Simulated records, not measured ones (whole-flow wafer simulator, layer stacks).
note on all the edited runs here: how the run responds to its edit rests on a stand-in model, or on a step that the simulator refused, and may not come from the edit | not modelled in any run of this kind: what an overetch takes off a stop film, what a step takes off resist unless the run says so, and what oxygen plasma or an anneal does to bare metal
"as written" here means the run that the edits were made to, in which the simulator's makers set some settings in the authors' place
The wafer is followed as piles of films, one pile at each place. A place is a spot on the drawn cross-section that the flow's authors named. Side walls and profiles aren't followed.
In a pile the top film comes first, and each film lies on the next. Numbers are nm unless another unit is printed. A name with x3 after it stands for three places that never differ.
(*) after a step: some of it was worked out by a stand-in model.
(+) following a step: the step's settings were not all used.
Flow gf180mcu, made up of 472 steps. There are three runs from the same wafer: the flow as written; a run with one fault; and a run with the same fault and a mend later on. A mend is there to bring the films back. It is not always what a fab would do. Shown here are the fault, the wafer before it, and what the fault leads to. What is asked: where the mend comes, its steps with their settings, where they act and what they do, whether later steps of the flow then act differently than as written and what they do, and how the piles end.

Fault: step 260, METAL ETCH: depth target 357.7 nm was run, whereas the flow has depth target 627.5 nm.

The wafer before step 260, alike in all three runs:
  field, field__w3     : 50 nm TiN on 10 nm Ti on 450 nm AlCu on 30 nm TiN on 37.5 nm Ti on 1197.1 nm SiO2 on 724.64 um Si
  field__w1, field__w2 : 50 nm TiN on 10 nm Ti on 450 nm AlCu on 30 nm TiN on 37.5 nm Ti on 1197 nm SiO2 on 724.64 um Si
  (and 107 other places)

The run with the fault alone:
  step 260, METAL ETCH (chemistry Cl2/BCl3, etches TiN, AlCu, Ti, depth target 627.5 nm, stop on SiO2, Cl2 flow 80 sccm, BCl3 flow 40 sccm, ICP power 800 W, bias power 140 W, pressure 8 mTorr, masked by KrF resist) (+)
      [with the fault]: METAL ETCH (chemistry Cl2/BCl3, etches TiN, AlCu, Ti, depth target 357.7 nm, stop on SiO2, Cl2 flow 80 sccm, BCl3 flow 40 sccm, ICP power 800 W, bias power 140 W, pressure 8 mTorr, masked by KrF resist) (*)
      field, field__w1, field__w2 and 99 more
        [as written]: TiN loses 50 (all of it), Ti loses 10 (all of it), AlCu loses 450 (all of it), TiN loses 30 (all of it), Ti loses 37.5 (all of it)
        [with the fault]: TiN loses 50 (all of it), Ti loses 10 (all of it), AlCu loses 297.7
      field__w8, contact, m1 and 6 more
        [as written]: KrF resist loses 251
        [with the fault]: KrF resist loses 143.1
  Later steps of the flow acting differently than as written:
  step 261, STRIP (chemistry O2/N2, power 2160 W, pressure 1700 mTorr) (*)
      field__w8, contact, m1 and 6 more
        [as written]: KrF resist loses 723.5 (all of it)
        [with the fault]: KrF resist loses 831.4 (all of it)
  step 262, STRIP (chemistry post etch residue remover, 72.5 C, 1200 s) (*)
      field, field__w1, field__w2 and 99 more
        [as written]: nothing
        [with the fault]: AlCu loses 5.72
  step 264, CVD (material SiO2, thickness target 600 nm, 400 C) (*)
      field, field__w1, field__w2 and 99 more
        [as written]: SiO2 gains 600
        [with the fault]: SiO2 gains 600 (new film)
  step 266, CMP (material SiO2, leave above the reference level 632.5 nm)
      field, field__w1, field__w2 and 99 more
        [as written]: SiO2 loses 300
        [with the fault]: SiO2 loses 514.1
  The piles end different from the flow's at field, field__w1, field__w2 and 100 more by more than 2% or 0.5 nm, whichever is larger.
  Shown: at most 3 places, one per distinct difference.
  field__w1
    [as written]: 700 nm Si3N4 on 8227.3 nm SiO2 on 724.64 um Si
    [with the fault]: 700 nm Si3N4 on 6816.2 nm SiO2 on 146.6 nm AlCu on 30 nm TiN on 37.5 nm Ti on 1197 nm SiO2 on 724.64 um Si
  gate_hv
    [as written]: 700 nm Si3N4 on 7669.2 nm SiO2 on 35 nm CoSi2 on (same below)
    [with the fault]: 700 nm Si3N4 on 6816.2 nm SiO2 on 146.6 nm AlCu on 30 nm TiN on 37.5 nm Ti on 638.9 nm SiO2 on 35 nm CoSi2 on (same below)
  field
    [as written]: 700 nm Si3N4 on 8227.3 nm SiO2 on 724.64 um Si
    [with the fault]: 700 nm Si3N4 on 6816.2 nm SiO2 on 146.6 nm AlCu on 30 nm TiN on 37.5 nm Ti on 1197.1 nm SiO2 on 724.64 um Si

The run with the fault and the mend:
  The mend stands after step 262.
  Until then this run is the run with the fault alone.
  step 262a, DEHYDRATE (200 C, 60 s) (a further turn of the flow's step 253)
      leaves every film unchanged at each place that is followed
  step 262b, HMDS (120 C, 60 s) (a further turn of the flow's step 254)
      leaves every film unchanged at each place that is followed
  step 262c, COAT (KrF resist, thickness 1000 nm) (*) (a further turn of the flow's step 255)
      iso_ptap_pw, iso_ntap_nw, iso_nw_fld and 33 more
        KrF resist gains 1000 (new film)
      field__w5, field__w9, field_sub and 12 more
        KrF resist gains 1002.4 (new film)
      field_sub__w2, field_sub__w4, gate and 11 more
        KrF resist gains 1002.3 (new film)
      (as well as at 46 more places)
  step 262d, SOFTBAKE (KrF resist) (a further turn of the flow's step 256)
      leaves every film unchanged at each place that is followed
  step 262e, EXPOSE (photomask Metal1) (a further turn of the flow's step 257)
      leaves every film unchanged at each place that is followed
  step 262f, PEB (KrF resist, 135 C, 90 s) (a further turn of the flow's step 258)
      field__w1, field__w2, field__w3 and 57 more
        KrF resist loses 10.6
      iso_ptap_pw, iso_ntap_nw, iso_nw_fld and 33 more
        KrF resist loses 10.5
      sd_p, gate_p, nw_sep_fld
        KrF resist loses 10.7
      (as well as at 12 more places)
  step 262g, DEVELOP (thickness 1000 nm, 60 s) (a further turn of the flow's step 259)
      iso_ptap_pw, iso_ntap_nw, iso_nw_fld and 33 more
        KrF resist loses 989.5 (all of it)
      field_sub__w2, field_sub__w4, active and 12 more
        KrF resist loses 991.7 (all of it)
      field__w5, field__w9, field_sub__w1 and 6 more
        KrF resist loses 991.8 (all of it)
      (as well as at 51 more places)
  step 262h, METAL ETCH (chemistry Cl2/BCl3, etches TiN, AlCu, Ti, depth target 269.8 nm, stop on SiO2, Cl2 flow 80 sccm, BCl3 flow 40 sccm, ICP power 800 W, bias power 140 W, pressure 8 mTorr, masked by KrF resist) (+) (a further turn of the flow's step 260, with different settings)
      field, field__w1, field__w2 and 99 more
        AlCu loses 146.6 (all of it), TiN loses 30 (all of it), Ti loses 37.5 (all of it)
      field__w8, contact, m1 and 6 more
        KrF resist loses 107.9
  step 262i, STRIP (chemistry O2/N2, power 2160 W, pressure 1700 mTorr) (*) (a further turn of the flow's step 261)
      field__w8
        KrF resist loses 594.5 (all of it)
      contact
        KrF resist loses 592.6 (all of it)
      m1
        KrF resist loses 594.6 (all of it)
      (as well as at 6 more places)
  step 262j, STRIP (chemistry post etch residue remover, 72.5 C, 1200 s) (*) (a further turn of the flow's step 262)
      field__w8, contact, m1 and 6 more
        TiN loses 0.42
  Every later step of the flow that is run acts as written, at every place that is followed, to within 2% or 0.5 nm, whichever is larger.
  When the end is reached, the piles differ only a little from the flow's at the places that both follow, at most by 2% or 0.5 nm, whichever is larger.
